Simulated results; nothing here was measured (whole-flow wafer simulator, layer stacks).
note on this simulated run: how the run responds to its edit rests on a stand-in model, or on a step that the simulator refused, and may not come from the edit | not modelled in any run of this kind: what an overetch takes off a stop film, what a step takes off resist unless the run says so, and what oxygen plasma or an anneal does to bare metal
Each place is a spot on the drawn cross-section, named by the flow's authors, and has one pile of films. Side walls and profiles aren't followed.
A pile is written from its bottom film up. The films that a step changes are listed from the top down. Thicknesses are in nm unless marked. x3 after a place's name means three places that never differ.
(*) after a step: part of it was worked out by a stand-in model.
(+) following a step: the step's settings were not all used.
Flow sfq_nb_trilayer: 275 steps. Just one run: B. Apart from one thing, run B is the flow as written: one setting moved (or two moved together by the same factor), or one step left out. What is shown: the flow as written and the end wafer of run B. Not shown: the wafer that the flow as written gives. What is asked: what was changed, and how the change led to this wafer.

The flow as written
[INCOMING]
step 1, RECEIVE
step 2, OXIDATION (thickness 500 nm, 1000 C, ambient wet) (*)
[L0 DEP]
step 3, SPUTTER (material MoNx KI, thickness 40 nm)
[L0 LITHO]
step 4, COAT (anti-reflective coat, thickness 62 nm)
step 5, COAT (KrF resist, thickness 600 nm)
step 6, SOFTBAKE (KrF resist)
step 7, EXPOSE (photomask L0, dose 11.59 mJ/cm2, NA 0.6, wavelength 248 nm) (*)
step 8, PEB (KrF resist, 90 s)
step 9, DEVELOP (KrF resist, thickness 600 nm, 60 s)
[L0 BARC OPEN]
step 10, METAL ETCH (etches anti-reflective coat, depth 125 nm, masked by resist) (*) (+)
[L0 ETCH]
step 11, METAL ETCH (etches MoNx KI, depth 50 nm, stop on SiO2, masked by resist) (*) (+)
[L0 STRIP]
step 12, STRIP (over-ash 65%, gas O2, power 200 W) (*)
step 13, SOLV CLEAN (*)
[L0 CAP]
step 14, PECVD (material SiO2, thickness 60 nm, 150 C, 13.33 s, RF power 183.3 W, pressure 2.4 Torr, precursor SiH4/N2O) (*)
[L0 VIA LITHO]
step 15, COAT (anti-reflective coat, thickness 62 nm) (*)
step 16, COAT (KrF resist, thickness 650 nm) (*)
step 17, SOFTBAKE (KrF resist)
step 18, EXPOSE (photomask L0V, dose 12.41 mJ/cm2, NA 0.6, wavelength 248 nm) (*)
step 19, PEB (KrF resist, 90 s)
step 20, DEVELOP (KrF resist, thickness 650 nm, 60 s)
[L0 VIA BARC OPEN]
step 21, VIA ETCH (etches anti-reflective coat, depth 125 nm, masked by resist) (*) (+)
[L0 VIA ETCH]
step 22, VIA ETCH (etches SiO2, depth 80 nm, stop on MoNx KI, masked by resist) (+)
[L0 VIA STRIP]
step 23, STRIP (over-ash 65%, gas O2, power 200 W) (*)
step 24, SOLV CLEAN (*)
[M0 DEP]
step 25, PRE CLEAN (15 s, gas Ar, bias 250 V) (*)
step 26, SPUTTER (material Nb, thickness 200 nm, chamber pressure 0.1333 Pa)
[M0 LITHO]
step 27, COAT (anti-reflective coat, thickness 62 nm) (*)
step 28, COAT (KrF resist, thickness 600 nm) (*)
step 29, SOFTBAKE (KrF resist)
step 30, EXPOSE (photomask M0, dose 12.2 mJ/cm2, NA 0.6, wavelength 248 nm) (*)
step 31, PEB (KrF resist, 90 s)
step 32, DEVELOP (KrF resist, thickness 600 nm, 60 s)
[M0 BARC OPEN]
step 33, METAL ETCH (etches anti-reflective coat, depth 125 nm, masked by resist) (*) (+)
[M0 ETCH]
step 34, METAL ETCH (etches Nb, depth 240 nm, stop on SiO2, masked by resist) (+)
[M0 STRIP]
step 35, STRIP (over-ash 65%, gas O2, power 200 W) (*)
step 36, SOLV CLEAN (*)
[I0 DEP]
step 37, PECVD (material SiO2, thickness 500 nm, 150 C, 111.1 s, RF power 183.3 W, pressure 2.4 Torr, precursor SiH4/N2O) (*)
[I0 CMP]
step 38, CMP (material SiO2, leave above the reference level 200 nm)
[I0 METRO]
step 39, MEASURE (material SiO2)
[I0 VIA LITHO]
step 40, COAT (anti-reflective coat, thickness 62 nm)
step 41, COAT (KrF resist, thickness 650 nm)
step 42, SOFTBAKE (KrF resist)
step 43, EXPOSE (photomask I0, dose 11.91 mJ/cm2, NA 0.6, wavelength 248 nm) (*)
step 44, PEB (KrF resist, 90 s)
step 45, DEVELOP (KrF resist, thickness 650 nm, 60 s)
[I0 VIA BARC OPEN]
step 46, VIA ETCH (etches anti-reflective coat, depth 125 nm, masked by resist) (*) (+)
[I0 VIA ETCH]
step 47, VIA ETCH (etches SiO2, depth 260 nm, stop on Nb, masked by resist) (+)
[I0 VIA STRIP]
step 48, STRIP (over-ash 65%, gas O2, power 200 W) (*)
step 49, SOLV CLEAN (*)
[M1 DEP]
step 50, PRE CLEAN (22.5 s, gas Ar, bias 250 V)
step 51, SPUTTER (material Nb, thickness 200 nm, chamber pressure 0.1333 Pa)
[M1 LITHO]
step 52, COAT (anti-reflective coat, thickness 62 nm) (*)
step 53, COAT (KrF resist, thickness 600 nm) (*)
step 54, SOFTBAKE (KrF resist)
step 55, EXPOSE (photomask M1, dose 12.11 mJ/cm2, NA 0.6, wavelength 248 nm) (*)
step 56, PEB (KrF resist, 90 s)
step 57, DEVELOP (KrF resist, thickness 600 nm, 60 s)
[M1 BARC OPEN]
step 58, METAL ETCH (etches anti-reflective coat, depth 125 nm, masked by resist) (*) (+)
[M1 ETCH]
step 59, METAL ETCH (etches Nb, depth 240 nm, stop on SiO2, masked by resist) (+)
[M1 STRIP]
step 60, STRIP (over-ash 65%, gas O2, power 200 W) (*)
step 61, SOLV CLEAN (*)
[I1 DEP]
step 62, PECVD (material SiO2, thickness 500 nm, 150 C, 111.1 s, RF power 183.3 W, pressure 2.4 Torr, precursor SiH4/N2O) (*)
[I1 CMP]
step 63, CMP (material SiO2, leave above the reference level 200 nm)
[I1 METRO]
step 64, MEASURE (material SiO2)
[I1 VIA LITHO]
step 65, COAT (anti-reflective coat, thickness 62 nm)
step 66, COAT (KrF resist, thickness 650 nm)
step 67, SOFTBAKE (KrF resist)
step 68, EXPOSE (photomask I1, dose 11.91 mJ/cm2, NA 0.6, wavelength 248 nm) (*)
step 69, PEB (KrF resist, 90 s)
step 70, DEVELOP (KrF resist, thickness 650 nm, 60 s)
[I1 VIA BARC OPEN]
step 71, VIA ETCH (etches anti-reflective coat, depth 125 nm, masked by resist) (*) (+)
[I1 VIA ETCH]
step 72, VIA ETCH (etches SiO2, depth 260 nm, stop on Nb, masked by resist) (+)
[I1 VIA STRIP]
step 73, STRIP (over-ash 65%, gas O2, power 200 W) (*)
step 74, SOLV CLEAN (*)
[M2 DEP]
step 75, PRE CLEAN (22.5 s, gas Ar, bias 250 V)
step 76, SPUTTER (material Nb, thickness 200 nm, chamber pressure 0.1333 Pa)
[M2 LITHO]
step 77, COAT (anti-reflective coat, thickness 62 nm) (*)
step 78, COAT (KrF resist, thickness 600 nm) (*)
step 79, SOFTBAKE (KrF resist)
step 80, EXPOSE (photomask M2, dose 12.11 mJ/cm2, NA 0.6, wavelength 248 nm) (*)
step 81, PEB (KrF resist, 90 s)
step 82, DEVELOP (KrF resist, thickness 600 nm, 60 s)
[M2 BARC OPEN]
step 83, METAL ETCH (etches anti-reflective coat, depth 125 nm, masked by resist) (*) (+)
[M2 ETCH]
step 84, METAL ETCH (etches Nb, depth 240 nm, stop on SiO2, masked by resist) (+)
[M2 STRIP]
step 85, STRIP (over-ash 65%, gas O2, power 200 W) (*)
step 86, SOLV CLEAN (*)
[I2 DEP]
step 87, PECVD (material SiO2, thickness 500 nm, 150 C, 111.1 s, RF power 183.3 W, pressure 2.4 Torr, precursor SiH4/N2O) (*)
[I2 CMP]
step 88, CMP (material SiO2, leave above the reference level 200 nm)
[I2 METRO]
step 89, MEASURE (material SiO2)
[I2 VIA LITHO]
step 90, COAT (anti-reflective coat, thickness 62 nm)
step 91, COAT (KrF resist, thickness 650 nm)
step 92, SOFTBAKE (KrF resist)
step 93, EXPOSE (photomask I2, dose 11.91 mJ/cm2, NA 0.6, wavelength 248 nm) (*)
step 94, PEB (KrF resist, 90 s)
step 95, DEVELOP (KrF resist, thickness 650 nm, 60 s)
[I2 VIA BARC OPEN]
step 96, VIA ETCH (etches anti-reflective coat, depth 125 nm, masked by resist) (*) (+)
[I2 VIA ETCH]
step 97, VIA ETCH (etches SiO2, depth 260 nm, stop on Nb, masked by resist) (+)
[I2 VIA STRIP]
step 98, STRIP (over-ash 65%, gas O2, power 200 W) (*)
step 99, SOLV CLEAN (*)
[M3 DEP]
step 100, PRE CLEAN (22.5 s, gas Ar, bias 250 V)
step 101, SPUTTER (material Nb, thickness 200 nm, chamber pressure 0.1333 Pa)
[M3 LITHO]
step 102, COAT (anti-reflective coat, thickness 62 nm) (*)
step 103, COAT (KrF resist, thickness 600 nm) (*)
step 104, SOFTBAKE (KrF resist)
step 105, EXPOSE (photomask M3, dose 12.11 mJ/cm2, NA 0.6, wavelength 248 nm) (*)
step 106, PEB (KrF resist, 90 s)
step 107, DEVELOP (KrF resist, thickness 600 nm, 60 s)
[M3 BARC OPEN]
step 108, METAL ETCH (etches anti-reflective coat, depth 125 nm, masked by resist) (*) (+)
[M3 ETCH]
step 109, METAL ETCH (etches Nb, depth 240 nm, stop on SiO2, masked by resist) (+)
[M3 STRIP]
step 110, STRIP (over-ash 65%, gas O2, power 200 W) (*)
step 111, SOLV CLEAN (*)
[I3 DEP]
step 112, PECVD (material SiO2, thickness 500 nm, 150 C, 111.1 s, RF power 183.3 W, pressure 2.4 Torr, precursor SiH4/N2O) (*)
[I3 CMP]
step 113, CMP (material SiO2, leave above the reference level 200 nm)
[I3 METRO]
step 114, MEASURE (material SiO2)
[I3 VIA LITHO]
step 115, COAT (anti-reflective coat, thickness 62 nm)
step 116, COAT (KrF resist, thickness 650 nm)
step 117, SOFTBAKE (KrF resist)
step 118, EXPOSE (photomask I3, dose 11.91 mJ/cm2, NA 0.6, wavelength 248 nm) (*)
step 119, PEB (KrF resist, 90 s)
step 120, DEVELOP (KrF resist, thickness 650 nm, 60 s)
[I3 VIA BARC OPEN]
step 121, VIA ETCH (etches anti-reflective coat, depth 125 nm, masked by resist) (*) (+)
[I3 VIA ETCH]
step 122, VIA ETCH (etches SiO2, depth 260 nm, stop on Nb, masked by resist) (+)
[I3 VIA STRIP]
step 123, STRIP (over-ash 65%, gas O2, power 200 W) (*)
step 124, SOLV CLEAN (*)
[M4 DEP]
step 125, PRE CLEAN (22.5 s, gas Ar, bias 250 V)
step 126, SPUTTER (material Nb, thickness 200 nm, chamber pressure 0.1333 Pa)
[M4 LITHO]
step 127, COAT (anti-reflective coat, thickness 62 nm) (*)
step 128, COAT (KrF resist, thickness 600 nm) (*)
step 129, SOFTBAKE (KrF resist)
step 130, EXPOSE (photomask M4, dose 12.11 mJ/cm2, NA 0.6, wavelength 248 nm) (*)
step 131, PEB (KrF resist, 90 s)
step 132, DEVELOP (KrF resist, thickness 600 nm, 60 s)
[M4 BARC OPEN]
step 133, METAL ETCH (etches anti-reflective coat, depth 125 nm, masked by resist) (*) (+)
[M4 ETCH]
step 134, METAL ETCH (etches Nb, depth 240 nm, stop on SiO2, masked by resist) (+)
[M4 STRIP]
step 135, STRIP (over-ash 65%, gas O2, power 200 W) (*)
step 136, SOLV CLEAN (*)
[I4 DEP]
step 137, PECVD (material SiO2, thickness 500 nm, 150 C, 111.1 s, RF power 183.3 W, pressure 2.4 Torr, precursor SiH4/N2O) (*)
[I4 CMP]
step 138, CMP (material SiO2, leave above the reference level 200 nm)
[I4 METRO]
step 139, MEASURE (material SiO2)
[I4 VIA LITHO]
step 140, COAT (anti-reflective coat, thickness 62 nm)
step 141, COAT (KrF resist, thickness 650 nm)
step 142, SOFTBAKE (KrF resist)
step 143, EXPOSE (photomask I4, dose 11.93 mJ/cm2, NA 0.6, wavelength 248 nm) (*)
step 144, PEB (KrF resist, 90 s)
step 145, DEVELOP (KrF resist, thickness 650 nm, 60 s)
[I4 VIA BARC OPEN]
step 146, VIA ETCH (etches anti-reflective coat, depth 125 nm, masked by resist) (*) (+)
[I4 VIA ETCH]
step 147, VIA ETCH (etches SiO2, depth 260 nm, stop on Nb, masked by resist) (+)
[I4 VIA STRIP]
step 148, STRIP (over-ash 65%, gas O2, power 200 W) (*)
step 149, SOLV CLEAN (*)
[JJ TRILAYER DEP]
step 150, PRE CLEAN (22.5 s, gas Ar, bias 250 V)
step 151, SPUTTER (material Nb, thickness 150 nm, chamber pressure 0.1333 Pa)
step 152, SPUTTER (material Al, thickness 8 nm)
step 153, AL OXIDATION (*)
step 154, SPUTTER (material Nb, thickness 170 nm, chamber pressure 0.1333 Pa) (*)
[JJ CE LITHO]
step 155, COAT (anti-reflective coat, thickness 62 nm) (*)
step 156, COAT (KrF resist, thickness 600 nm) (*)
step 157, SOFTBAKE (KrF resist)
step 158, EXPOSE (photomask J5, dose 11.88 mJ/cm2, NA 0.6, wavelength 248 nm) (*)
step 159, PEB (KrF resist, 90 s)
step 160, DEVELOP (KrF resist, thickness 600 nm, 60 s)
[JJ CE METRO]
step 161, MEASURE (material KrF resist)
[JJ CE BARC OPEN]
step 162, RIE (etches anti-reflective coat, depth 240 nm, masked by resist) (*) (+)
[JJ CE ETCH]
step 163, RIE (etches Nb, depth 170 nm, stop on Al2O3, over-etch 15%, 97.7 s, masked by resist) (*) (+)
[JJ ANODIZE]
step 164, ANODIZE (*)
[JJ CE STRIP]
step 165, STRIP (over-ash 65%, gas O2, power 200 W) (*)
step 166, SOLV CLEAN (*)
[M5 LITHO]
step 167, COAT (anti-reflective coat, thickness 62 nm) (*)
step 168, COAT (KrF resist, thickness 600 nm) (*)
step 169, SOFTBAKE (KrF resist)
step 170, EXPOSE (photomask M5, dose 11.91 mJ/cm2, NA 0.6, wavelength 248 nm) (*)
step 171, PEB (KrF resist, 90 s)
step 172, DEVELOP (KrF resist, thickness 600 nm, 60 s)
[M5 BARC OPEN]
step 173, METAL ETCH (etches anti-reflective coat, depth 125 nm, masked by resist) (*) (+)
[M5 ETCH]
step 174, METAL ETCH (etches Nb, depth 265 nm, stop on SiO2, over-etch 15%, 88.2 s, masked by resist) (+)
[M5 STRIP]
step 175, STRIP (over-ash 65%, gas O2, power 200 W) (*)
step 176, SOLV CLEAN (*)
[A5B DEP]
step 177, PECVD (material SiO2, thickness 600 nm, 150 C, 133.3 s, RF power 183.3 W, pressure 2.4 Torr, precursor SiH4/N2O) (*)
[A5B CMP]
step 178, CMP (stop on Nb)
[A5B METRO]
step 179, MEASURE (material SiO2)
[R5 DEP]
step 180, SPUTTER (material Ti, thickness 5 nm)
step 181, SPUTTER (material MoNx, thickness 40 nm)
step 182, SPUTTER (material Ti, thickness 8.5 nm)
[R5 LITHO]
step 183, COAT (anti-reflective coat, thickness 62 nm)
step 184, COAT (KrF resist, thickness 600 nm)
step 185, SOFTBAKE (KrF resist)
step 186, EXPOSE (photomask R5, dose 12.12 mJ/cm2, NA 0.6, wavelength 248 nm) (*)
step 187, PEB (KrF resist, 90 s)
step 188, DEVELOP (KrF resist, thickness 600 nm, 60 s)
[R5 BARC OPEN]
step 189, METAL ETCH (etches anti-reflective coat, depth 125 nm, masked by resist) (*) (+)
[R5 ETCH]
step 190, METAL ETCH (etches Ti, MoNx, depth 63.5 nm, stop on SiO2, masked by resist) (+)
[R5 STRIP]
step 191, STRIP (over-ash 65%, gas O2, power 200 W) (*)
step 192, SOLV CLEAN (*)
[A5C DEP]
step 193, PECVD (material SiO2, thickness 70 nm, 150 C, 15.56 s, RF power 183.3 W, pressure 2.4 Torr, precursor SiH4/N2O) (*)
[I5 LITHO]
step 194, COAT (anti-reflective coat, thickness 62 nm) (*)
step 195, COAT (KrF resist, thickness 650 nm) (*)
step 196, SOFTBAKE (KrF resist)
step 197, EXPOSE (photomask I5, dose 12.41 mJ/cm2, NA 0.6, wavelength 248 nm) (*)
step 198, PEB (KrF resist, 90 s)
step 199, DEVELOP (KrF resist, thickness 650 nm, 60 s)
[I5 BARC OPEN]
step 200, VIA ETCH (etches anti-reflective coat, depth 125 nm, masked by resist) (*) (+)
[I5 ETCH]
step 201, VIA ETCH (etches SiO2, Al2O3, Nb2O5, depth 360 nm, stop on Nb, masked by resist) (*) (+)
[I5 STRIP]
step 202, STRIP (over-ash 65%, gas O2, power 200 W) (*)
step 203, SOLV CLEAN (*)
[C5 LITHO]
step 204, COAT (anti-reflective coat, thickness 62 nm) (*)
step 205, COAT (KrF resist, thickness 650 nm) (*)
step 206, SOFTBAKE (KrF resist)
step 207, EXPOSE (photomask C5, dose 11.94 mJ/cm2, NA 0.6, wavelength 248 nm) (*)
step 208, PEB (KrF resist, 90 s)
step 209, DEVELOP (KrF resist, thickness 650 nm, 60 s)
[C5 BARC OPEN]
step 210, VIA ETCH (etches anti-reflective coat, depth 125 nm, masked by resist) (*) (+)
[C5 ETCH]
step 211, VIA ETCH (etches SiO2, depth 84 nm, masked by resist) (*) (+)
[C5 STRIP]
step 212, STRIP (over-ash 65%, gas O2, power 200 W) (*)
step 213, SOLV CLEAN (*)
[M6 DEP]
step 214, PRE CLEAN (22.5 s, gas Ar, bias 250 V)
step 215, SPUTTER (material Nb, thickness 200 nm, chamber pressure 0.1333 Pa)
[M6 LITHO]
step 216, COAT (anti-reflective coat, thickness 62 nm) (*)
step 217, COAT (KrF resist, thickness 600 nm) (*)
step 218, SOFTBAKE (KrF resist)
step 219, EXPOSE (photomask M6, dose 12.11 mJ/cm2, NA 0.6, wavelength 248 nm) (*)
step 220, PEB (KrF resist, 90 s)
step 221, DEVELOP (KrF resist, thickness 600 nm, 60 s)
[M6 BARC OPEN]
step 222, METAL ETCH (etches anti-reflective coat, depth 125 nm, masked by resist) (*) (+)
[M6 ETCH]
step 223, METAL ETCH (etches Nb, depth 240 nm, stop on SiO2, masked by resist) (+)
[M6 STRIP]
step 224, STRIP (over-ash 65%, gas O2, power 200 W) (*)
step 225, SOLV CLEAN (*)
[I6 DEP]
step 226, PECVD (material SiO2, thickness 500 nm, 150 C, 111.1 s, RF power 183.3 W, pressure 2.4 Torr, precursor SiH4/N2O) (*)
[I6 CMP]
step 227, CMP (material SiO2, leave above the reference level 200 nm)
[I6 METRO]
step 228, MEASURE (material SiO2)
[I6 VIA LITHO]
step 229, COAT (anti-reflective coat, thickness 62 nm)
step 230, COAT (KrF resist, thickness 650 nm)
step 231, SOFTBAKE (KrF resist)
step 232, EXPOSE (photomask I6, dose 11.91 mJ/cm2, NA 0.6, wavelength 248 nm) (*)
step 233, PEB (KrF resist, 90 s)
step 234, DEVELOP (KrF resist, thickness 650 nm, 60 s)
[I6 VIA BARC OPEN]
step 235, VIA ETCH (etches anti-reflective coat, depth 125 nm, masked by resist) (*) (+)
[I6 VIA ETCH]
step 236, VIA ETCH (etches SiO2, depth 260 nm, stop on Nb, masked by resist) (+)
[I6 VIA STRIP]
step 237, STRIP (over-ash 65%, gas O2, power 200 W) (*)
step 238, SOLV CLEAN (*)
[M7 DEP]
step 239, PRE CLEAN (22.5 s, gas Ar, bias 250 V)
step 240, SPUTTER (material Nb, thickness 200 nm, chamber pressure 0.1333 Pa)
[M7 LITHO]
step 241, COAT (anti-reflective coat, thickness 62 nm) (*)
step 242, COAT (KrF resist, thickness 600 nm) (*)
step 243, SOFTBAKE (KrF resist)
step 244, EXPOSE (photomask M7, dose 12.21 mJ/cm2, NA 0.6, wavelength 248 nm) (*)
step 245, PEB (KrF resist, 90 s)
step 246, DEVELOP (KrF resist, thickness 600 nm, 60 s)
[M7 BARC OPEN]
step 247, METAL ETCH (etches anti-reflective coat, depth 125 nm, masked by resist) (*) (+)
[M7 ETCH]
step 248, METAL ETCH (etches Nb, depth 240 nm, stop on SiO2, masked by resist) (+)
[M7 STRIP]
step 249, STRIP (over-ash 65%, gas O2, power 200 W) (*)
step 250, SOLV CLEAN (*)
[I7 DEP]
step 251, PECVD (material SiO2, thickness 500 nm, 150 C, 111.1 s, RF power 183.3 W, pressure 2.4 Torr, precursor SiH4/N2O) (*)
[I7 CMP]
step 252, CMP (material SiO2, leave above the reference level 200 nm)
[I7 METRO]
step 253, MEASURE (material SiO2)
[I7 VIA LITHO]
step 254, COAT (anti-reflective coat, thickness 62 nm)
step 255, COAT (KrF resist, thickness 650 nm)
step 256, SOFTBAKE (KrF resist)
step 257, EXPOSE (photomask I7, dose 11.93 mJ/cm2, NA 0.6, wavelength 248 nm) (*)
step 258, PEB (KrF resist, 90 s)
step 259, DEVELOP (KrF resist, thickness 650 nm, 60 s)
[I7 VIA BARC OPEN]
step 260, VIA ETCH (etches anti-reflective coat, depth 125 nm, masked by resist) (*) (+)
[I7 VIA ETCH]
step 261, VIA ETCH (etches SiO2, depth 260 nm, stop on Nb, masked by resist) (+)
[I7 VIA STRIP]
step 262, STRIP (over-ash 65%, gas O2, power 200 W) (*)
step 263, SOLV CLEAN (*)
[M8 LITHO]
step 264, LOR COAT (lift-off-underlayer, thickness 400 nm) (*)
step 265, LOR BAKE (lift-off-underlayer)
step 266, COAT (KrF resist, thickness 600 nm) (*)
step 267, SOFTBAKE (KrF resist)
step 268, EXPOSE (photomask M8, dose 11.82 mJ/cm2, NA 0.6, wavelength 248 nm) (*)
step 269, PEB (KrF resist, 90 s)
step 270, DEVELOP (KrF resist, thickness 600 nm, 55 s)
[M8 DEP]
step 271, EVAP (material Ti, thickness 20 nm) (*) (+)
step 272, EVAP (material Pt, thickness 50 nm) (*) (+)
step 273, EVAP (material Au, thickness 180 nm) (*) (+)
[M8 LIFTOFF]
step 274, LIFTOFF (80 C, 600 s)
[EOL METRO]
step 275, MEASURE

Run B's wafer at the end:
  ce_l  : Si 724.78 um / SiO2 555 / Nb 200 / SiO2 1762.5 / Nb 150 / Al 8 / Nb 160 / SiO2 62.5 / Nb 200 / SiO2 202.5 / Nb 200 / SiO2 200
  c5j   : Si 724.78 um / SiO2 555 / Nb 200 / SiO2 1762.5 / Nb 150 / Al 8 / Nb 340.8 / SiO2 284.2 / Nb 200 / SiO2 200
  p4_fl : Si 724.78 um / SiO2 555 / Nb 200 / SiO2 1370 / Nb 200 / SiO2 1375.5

What caused this: step 153, AL OXIDATION (*), was not run.

Step by step, how the change led to this:
  step 163, RIE (etches Nb, depth 170 nm, stop on Al2O3, over-etch 15%, 97.7 s, masked by resist) (*) (+)
      field_l, v_sur, via_sp and 96 more: -170 Nb (all of it) (it would be, as written: -170 Nb (all of it), -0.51 Al2O3)
      via_wl, via_wr: -140.8 Nb (all of it) (it would be, as written: -140.7 Nb (all of it), -0.96 Al2O3 (all of it))
      (as well as at 1 more place)
  step 164, ANODIZE (*)
      field_l, v_sur, via_sp and 96 more: +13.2 Al2O3 (new film), +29 Nb2O5 (new film), -8 Al (all of it), -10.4 Nb (it would be, as written: +12.2 Al2O3, +29.9 Nb2O5 (new film), -7.42 Al (all of it), -10.8 Nb)
      via_wl, via_wr: +8.48 Al2O3 (new film), +37.5 Nb2O5 (new film), -5.14 Al (all of it), -13.5 Nb (it would be, as written: +7.52 Al2O3 (new film), +39.2 Nb2O5 (new film), -4.56 Al (all of it), -14.1 Nb)
      (as well as at 1 more place)
  step 174, METAL ETCH (etches Nb, depth 265 nm, stop on SiO2, over-etch 15%, 88.2 s, masked by resist) (+)
      field_l, r_sur, res and 50 more: -13.1 Al2O3 (all of it), -29 Nb2O5 (all of it), -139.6 Nb (all of it), -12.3 SiO2 (it would be, as written: -12.6 Al2O3 (all of it), -29.9 Nb2O5 (all of it), -139.2 Nb (all of it), -12.3 SiO2)
  step 201, VIA ETCH (etches SiO2, Al2O3, Nb2O5, depth 360 nm, stop on Nb, masked by resist) (*) (+)
      be: -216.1 SiO2 (all of it), -13.2 Al2O3 (all of it), -29 Nb2O5 (all of it) (it would be, as written: -216.4 SiO2 (all of it), -12.7 Al2O3 (all of it), -29.9 Nb2O5 (all of it))
If metal films that touch count as one body, ce_l has 4 bodies (between them, from the top down: SiO2 202.5; SiO2 62.5; SiO2 1762.5); the flow as written gives 5 bodies (between them, from the top down: SiO2 202.5; SiO2 62.5; Al2O3 0.96; SiO2 1762.5).
If metal films that touch count as one body, c5j has 3 bodies (between them, from the top down: SiO2 284.2; SiO2 1762.5); the flow as written gives 4 bodies (between them, from the top down: SiO2 284.2; Al2O3 0.96; SiO2 1762.5).
